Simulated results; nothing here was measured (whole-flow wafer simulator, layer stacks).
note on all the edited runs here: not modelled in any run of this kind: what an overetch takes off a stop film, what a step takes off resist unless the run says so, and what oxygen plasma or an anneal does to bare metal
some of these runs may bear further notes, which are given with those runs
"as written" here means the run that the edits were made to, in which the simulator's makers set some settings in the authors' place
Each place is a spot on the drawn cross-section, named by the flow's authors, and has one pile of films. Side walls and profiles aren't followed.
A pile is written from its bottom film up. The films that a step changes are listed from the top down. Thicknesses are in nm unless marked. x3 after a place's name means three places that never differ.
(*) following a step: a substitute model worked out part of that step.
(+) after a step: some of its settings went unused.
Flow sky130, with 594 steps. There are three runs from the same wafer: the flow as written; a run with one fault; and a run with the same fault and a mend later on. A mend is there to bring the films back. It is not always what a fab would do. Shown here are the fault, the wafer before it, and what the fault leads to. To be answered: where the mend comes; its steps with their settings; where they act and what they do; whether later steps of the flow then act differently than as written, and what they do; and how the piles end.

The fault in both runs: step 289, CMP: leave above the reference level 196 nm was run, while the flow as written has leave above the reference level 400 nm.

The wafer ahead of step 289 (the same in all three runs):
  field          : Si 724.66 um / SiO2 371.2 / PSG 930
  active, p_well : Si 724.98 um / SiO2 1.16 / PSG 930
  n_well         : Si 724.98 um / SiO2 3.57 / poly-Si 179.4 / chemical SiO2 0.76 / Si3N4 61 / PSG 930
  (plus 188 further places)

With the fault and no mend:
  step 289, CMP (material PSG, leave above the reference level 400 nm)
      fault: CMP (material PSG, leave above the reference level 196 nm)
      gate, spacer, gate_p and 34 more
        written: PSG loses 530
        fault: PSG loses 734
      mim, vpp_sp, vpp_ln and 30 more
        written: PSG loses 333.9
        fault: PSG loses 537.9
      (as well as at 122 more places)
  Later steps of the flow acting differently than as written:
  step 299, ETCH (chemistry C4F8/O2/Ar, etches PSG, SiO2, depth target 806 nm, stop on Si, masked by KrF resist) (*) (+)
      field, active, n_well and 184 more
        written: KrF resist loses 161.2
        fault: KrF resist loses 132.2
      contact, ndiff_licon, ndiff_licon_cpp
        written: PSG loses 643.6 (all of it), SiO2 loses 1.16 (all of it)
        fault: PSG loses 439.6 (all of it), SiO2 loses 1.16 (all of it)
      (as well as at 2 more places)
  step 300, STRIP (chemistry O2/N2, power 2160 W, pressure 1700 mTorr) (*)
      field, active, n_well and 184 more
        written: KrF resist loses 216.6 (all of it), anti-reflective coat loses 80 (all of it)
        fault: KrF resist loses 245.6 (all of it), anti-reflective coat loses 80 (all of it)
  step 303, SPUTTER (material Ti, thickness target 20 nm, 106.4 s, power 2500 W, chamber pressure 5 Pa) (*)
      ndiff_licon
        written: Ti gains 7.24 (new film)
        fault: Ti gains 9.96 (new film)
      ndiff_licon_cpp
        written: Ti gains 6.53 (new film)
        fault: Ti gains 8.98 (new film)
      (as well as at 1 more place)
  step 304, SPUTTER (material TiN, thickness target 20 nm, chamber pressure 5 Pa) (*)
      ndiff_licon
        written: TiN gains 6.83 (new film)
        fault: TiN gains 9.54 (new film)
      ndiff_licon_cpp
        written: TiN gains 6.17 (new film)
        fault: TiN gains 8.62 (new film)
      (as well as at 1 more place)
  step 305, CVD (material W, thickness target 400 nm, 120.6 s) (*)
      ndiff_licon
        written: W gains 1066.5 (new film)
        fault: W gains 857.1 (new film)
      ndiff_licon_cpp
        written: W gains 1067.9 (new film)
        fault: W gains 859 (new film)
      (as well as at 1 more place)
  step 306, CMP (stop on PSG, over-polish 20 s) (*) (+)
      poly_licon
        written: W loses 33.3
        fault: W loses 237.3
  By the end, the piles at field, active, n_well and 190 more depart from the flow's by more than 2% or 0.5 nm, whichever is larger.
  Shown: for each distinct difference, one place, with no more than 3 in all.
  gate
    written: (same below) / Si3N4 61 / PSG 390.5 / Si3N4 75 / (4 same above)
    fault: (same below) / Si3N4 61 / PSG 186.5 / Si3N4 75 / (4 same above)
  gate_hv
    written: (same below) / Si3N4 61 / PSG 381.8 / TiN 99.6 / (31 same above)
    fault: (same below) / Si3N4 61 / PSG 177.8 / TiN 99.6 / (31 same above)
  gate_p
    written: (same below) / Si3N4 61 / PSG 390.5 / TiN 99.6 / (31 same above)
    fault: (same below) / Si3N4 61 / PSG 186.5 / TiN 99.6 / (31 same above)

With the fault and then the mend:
  The mend stands after step 289.
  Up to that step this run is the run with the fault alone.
  step 289a, HDPCVD (material PSG, thickness target 204 nm) (*) (the flow's step 288 again, with other settings)
      field, active, n_well and 189 more
        PSG gains 204
  None of the later steps of the flow differs from how it acts as written, at any place that is followed, by more than 2% or 0.5 nm, whichever is larger.
  At the end the piles are close to the flow's at the places that both follow, differing by at most 2% or 0.5 nm, whichever is larger.
